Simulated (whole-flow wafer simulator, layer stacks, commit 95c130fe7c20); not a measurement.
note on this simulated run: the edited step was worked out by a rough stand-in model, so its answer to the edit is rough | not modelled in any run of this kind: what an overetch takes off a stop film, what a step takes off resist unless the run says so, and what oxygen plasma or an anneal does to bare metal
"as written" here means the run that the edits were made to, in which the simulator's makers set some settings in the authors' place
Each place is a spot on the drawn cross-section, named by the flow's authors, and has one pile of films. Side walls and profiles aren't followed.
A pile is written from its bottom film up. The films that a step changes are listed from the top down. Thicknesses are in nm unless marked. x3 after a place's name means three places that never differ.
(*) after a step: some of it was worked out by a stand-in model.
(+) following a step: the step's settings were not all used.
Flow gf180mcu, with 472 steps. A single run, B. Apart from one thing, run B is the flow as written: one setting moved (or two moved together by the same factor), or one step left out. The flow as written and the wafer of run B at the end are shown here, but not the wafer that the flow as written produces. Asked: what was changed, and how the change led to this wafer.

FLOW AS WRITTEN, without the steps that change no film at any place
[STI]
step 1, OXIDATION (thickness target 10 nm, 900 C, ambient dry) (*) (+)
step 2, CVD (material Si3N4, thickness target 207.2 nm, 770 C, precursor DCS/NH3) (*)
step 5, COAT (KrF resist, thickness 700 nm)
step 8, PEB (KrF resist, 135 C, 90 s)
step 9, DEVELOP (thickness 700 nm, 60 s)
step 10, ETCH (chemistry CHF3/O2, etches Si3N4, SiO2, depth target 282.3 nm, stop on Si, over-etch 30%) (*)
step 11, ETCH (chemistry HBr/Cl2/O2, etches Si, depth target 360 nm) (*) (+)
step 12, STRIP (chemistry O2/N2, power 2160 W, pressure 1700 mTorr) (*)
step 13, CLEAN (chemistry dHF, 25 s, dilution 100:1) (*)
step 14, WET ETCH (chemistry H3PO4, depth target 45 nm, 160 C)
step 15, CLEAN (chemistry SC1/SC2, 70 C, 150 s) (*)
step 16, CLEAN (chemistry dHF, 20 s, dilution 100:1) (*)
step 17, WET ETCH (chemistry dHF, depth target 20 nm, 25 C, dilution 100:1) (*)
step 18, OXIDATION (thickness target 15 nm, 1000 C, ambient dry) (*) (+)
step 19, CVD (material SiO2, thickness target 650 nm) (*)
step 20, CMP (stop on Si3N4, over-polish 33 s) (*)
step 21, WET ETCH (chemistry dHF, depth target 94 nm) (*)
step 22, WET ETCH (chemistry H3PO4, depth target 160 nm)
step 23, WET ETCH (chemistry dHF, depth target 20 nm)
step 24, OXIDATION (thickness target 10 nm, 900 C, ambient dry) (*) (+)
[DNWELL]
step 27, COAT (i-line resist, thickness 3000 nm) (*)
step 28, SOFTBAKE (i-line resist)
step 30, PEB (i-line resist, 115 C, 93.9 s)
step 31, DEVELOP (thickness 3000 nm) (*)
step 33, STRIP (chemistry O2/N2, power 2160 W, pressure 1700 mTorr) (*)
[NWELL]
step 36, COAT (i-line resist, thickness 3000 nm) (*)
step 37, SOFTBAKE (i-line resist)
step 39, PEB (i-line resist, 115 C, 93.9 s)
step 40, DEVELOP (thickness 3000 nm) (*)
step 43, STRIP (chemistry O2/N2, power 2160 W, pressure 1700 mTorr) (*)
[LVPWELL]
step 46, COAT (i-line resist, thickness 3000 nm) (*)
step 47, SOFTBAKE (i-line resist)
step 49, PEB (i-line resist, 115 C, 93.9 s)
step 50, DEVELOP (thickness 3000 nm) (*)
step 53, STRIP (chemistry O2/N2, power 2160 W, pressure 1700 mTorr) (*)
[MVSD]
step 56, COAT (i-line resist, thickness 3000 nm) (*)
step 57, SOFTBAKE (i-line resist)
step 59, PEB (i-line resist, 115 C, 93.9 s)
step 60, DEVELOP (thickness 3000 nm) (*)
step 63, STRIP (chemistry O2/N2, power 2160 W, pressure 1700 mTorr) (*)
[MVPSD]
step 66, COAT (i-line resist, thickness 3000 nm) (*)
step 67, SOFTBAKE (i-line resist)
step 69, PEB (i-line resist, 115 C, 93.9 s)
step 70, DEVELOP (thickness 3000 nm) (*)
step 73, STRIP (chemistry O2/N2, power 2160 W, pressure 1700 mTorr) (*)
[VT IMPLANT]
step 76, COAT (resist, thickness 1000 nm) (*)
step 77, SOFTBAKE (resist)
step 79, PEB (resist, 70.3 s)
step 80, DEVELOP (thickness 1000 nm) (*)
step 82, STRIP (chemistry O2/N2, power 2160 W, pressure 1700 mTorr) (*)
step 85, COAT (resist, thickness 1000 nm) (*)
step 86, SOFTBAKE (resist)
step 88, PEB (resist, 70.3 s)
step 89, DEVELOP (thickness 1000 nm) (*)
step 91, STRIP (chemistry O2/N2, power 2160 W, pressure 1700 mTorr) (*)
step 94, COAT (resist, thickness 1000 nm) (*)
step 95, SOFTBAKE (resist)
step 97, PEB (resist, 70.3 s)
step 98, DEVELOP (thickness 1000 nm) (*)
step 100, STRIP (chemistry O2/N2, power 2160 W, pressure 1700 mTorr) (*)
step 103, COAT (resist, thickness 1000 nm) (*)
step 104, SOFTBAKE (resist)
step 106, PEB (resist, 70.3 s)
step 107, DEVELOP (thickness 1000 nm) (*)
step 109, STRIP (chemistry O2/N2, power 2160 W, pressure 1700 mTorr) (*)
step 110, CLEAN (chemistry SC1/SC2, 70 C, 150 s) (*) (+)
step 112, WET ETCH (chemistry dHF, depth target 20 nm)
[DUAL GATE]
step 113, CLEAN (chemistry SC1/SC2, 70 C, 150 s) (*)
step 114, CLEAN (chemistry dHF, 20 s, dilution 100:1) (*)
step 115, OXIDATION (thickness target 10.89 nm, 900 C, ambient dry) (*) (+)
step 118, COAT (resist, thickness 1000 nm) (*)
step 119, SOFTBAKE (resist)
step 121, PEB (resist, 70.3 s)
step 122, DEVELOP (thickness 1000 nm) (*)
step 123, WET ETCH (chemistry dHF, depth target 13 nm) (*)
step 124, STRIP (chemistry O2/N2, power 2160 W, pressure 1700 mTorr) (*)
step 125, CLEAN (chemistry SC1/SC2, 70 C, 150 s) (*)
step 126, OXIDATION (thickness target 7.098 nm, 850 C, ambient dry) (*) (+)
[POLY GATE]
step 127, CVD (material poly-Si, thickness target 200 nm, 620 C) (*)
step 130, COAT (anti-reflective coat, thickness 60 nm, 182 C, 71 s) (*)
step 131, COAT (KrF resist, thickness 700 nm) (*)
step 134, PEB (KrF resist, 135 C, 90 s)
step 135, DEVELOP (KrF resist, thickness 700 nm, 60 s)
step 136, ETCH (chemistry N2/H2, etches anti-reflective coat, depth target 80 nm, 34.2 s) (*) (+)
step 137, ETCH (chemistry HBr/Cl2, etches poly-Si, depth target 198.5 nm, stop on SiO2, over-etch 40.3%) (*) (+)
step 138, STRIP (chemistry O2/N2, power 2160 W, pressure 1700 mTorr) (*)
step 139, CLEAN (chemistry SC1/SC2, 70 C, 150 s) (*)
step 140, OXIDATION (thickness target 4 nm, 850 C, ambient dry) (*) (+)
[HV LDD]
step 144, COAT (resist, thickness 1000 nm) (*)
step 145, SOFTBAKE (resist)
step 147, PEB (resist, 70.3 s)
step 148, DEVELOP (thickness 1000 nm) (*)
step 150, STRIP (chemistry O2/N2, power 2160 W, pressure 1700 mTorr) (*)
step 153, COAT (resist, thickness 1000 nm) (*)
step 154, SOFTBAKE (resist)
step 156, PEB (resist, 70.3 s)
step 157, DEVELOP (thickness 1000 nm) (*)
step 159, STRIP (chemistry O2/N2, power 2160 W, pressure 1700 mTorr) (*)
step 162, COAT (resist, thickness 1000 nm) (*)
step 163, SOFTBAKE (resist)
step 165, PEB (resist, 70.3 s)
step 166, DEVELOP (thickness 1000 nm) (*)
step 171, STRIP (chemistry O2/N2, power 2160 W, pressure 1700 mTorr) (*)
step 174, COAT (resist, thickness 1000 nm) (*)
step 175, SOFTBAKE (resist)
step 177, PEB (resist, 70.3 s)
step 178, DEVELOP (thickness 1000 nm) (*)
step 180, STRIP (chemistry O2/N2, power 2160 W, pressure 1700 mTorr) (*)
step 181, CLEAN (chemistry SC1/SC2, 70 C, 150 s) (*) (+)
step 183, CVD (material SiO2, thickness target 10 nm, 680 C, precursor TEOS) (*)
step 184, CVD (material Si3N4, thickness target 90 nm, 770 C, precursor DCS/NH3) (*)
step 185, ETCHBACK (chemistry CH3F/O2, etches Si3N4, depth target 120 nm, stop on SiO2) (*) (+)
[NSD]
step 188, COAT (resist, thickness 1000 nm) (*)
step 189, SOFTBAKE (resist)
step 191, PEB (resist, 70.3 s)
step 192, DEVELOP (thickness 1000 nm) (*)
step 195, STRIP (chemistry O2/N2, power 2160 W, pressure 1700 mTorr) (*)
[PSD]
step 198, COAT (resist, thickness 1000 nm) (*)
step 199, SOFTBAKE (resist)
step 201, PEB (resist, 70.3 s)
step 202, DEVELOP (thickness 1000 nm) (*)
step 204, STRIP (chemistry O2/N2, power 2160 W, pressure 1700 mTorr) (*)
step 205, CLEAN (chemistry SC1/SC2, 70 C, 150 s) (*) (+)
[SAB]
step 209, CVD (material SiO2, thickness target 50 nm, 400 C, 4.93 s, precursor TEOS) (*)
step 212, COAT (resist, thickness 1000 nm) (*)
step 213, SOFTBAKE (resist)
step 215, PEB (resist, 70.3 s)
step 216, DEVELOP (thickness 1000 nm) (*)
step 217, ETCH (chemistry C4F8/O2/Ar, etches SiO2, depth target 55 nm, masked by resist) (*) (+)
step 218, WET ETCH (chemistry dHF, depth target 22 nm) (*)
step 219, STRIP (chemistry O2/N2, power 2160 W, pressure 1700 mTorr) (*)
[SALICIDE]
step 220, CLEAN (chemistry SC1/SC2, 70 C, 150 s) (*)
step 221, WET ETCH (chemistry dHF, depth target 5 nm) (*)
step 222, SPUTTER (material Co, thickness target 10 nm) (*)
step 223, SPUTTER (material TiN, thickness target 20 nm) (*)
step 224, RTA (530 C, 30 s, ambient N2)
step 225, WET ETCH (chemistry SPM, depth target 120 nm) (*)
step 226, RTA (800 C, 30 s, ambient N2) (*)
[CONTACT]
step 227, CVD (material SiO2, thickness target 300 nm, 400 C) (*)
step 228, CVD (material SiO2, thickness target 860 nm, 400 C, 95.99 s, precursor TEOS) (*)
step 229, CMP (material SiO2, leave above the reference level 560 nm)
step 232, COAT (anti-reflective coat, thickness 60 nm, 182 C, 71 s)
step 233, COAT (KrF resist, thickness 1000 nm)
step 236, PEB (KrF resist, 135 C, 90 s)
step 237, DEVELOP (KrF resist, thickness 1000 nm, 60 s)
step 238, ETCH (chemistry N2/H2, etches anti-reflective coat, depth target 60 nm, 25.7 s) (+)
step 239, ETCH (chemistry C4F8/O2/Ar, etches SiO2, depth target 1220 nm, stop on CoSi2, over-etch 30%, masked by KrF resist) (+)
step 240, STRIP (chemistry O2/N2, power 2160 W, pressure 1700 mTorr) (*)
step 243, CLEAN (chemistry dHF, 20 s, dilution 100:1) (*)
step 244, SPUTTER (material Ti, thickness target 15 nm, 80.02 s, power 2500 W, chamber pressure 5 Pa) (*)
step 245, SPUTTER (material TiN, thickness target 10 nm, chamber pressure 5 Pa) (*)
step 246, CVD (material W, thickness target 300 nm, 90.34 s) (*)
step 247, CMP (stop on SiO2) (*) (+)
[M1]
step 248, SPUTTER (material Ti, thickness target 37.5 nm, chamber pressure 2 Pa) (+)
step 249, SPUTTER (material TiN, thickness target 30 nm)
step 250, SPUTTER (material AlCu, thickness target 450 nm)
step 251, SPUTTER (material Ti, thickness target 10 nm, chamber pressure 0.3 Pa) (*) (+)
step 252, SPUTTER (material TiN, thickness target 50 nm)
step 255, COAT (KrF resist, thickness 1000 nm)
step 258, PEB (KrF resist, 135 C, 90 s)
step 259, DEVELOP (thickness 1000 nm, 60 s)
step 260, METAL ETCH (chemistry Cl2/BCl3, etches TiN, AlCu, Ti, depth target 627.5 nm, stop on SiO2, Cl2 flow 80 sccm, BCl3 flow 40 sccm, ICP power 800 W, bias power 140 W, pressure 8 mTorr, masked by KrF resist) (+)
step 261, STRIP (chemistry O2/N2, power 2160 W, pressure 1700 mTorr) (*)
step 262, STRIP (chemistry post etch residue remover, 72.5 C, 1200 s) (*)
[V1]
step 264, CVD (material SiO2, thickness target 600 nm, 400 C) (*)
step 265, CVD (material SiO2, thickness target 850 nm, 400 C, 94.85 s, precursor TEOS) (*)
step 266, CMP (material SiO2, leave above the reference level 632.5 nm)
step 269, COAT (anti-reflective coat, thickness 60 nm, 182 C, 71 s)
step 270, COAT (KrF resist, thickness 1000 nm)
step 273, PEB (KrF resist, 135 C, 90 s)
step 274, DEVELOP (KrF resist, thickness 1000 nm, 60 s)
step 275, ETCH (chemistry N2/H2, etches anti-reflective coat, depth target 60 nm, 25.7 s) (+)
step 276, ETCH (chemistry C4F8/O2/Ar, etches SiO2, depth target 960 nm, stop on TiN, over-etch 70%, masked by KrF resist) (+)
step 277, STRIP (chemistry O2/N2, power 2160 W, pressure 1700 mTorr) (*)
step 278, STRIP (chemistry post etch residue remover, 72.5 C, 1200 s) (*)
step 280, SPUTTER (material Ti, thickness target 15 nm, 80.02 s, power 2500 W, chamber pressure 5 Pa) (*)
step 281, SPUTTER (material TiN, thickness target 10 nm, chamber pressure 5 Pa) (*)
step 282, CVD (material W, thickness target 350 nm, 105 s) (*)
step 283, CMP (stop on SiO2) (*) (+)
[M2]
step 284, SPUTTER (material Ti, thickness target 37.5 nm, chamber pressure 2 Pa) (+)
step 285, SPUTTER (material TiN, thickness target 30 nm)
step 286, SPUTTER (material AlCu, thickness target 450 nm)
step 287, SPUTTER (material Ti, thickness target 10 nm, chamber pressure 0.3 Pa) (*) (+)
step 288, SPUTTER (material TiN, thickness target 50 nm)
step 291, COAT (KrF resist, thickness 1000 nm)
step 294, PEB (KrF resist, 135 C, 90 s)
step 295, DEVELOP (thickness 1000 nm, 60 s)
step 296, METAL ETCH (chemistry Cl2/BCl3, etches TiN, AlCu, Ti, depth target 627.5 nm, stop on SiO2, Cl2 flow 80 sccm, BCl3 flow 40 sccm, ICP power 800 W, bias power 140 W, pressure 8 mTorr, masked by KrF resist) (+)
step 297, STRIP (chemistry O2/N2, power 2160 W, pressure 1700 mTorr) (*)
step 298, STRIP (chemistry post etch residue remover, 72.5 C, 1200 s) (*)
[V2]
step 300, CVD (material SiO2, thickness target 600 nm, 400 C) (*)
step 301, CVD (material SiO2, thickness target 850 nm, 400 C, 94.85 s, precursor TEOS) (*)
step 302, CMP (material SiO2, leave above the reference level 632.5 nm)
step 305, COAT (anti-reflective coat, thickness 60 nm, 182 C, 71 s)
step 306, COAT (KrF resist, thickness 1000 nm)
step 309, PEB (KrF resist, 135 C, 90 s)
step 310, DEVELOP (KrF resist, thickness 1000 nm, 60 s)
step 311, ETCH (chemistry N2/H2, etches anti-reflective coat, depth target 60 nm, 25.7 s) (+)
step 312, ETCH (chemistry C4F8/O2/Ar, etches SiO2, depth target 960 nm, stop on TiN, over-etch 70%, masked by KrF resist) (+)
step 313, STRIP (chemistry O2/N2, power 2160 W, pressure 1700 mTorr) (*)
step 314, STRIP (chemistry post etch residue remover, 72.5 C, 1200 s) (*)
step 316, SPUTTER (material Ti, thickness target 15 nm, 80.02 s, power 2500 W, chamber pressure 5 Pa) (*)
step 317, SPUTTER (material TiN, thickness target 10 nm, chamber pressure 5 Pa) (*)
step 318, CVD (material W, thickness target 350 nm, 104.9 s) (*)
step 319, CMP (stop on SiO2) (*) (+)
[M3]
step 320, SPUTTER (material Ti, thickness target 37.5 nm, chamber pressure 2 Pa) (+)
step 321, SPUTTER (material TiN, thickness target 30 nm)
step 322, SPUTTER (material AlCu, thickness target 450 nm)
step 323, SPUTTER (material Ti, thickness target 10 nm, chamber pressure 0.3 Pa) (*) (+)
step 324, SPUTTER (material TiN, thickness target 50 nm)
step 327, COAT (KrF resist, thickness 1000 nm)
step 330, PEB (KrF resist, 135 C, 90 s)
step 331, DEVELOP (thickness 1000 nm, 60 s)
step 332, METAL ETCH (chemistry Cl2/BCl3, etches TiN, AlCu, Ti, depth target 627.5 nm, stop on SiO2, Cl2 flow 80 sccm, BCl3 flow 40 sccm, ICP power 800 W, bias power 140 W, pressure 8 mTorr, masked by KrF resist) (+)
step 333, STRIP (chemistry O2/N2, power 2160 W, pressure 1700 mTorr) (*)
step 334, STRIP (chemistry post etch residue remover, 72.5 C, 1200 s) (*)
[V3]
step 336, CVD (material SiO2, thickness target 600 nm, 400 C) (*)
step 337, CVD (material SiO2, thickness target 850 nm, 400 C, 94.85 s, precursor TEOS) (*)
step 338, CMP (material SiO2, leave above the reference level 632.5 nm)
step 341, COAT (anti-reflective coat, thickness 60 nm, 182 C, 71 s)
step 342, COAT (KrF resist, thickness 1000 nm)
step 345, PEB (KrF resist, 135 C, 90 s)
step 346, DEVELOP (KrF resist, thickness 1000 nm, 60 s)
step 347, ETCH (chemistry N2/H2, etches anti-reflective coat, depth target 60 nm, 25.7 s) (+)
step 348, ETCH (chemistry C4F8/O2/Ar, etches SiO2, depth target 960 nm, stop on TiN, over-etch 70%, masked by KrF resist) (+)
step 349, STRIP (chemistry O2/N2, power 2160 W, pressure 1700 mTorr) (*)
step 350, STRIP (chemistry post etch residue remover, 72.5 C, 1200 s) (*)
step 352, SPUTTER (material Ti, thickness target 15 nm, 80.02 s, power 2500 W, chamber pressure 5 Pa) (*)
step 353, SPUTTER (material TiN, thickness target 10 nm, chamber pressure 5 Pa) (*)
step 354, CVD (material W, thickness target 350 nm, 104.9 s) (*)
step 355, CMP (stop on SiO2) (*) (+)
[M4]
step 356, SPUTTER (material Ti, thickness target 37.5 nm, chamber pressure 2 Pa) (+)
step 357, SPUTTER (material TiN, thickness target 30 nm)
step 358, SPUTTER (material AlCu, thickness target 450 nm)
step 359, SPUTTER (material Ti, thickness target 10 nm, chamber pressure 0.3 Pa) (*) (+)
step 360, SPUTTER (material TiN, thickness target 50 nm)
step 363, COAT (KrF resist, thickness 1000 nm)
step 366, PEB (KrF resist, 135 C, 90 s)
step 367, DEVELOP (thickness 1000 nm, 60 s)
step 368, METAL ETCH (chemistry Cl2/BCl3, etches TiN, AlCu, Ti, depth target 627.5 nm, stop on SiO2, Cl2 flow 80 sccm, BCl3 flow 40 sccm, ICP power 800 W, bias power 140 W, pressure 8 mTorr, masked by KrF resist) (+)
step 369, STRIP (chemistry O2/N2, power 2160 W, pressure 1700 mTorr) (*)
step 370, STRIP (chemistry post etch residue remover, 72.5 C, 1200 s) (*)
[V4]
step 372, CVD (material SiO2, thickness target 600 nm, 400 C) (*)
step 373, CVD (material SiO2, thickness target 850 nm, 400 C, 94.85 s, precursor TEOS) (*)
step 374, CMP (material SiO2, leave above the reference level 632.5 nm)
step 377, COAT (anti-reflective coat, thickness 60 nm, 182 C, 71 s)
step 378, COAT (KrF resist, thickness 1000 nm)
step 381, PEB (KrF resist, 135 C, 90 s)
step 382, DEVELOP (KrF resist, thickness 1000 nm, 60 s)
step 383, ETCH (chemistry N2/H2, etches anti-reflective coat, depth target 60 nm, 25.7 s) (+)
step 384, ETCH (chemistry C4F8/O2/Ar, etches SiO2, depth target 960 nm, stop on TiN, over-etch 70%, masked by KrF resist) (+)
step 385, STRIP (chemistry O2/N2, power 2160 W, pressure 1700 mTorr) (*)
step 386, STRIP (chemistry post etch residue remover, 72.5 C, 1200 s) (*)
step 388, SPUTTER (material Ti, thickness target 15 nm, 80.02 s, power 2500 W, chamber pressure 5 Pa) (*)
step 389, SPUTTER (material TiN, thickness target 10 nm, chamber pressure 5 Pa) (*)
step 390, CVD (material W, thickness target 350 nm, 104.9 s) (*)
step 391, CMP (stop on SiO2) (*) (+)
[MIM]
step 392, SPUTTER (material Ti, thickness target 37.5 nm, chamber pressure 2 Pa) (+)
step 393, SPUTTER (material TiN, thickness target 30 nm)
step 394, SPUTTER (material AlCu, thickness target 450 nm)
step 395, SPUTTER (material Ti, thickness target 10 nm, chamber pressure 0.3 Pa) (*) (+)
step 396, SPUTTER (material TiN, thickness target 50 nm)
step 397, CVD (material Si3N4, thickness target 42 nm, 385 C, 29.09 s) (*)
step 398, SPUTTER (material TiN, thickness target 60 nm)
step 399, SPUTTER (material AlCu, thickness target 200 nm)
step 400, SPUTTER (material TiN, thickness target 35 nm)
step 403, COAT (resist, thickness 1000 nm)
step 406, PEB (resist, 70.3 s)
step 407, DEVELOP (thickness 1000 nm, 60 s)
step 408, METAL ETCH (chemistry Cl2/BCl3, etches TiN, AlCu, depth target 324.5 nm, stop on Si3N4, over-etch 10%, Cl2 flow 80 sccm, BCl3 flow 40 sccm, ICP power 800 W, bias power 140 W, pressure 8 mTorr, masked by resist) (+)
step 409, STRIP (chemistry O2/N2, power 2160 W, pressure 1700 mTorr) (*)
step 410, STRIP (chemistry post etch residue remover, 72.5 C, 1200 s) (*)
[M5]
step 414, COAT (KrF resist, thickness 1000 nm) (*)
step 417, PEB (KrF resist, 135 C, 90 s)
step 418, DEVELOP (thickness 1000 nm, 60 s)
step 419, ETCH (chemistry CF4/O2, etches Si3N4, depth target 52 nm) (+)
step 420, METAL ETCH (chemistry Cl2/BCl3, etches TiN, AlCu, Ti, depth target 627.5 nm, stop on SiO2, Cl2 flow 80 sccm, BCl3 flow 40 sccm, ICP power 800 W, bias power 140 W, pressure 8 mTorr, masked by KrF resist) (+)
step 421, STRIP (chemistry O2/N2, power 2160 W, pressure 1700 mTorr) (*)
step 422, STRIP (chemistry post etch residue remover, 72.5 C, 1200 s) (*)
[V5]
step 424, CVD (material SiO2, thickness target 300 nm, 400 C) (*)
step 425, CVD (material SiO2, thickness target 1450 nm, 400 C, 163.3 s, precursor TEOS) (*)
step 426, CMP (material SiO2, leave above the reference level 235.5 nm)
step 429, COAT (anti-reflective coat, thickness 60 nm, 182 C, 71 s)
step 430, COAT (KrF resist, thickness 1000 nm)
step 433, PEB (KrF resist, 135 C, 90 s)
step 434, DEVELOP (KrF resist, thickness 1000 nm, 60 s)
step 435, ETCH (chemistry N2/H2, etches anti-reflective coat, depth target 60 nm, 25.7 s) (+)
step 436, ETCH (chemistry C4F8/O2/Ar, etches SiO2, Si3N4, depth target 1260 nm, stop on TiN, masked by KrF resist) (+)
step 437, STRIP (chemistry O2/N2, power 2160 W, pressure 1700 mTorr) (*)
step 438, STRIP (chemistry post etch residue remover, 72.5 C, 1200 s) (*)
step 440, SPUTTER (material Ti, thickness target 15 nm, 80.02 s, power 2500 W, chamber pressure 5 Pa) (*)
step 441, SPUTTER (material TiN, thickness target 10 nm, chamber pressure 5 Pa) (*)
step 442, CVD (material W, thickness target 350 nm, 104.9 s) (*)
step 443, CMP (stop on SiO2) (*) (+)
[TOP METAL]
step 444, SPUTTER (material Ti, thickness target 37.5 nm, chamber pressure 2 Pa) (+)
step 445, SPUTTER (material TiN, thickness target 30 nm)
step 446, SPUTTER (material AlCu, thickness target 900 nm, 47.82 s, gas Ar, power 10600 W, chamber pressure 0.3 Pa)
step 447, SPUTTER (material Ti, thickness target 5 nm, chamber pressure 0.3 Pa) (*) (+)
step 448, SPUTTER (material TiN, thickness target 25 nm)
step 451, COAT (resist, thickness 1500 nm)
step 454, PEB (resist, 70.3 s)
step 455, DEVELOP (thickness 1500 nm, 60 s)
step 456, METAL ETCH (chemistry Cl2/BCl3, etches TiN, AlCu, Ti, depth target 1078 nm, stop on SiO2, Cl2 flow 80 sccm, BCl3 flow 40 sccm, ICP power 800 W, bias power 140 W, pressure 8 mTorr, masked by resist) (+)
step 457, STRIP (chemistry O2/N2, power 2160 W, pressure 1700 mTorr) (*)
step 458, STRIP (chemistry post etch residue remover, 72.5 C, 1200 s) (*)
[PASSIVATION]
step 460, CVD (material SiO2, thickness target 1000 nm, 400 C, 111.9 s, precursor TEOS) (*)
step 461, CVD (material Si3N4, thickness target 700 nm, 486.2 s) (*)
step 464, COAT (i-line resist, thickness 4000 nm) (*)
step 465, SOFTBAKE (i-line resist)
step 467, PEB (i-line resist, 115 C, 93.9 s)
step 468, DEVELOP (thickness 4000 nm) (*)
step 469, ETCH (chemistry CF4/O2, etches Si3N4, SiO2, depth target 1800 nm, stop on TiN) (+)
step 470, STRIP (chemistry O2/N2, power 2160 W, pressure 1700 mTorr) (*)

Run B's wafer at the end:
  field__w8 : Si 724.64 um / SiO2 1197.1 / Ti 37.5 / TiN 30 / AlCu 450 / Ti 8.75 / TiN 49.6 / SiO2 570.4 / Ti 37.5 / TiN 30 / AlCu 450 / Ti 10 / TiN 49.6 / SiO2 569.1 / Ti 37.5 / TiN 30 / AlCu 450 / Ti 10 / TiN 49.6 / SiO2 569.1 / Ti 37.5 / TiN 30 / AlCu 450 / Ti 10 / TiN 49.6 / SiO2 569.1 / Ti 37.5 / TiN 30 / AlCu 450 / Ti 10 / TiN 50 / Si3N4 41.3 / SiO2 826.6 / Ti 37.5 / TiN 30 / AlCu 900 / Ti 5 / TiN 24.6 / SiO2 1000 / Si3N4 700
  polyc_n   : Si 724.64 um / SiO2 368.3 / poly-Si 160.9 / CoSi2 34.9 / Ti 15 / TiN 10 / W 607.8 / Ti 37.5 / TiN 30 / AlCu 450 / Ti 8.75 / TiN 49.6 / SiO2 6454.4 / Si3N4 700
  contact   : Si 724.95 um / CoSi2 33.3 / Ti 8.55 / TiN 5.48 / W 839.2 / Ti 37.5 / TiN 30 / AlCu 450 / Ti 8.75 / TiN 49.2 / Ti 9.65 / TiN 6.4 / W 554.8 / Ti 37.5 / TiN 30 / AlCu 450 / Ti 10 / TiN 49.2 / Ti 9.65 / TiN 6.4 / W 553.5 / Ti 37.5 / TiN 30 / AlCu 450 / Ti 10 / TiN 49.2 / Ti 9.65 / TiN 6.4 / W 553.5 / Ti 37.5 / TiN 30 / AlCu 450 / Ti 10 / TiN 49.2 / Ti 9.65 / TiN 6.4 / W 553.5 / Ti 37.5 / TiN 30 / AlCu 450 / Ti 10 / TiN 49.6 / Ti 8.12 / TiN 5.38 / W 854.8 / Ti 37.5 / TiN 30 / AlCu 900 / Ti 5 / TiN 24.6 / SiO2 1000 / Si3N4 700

What caused this: step 251, SPUTTER: thickness target 8.75 nm was run, though the flow has thickness target 10 nm.
One can read it off the wafer: field__w8 has Ti 8.75, and step 251 as written asks for 10 nm.

How this came from the change, step by step:
  step 251, SPUTTER (material Ti, thickness target 10 nm, chamber pressure 0.3 Pa) (*) (+)
      field, field__w1, field__w2 and 108 more: +8.75 Ti (new film) (as written it would have been: +10 Ti (new film))
  step 260, METAL ETCH (chemistry Cl2/BCl3, etches TiN, AlCu, Ti, depth target 627.5 nm, stop on SiO2, Cl2 flow 80 sccm, BCl3 flow 40 sccm, ICP power 800 W, bias power 140 W, pressure 8 mTorr, masked by KrF resist) (+)
      field, field__w1, field__w2 and 99 more: -50 TiN (all of it), -8.75 Ti (all of it), -450 AlCu (all of it), -30 TiN (all of it), -37.5 Ti (all of it) (as written it would have been: -50 TiN (all of it), -10 Ti (all of it), -450 AlCu (all of it), -30 TiN (all of it), -37.5 Ti (all of it))
